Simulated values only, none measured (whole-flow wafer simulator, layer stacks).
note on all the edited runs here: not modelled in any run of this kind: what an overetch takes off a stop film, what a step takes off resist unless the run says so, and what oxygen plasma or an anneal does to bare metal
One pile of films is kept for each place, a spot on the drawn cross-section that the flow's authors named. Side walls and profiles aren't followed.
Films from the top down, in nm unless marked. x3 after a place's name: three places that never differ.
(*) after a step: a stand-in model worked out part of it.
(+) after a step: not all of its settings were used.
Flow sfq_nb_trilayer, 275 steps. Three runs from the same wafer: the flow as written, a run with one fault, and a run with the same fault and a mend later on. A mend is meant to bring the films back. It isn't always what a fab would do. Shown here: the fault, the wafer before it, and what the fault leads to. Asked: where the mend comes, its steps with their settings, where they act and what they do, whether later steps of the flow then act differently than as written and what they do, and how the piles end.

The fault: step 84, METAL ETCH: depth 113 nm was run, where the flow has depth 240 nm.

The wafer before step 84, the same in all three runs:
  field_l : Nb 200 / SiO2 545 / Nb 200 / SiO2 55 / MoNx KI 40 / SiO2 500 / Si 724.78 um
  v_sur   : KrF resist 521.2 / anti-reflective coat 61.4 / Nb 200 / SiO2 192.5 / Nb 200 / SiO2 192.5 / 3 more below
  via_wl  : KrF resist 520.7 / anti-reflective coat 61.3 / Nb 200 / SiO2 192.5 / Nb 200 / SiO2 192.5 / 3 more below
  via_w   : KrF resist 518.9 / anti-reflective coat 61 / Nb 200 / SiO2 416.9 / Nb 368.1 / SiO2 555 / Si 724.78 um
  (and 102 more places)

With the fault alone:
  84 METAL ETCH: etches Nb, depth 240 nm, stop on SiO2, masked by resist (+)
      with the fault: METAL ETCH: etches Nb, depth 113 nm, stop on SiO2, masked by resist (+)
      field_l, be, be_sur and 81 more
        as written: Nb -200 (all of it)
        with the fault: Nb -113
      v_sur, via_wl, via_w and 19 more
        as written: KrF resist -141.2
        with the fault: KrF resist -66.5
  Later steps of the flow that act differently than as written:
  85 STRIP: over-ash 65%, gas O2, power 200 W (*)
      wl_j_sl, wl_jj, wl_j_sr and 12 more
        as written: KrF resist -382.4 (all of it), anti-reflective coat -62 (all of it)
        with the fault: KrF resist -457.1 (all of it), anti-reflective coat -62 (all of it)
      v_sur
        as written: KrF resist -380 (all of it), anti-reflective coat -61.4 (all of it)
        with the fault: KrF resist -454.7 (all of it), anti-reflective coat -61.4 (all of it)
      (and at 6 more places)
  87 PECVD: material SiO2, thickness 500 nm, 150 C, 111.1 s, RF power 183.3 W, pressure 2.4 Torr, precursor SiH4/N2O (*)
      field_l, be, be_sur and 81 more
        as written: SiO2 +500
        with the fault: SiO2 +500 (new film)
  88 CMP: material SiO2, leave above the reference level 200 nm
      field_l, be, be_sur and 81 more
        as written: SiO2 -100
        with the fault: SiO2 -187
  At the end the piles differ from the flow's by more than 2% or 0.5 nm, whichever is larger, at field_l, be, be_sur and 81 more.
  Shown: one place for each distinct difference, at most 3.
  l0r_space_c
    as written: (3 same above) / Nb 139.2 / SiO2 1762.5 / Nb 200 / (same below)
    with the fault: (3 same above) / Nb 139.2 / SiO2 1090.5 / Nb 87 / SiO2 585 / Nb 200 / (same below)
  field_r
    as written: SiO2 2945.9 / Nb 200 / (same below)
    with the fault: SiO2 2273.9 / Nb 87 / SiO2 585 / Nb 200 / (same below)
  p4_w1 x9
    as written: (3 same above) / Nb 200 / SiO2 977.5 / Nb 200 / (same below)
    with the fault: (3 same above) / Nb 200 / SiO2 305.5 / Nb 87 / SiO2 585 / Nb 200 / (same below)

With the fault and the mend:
  The mend comes after step 84.
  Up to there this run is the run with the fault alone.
  84a METAL ETCH: etches Nb, depth 127 nm, stop on SiO2, masked by resist (+) (the flow's step 84 once more, with other settings)
      field_l, be, be_sur and 81 more
        Nb -87 (all of it)
      v_sur, via_wl, via_w and 19 more
        KrF resist -74.7
  No later step of the flow acts differently than as written at any place that is followed.
  At the end the piles are the same as the flow's at every place that both follow.
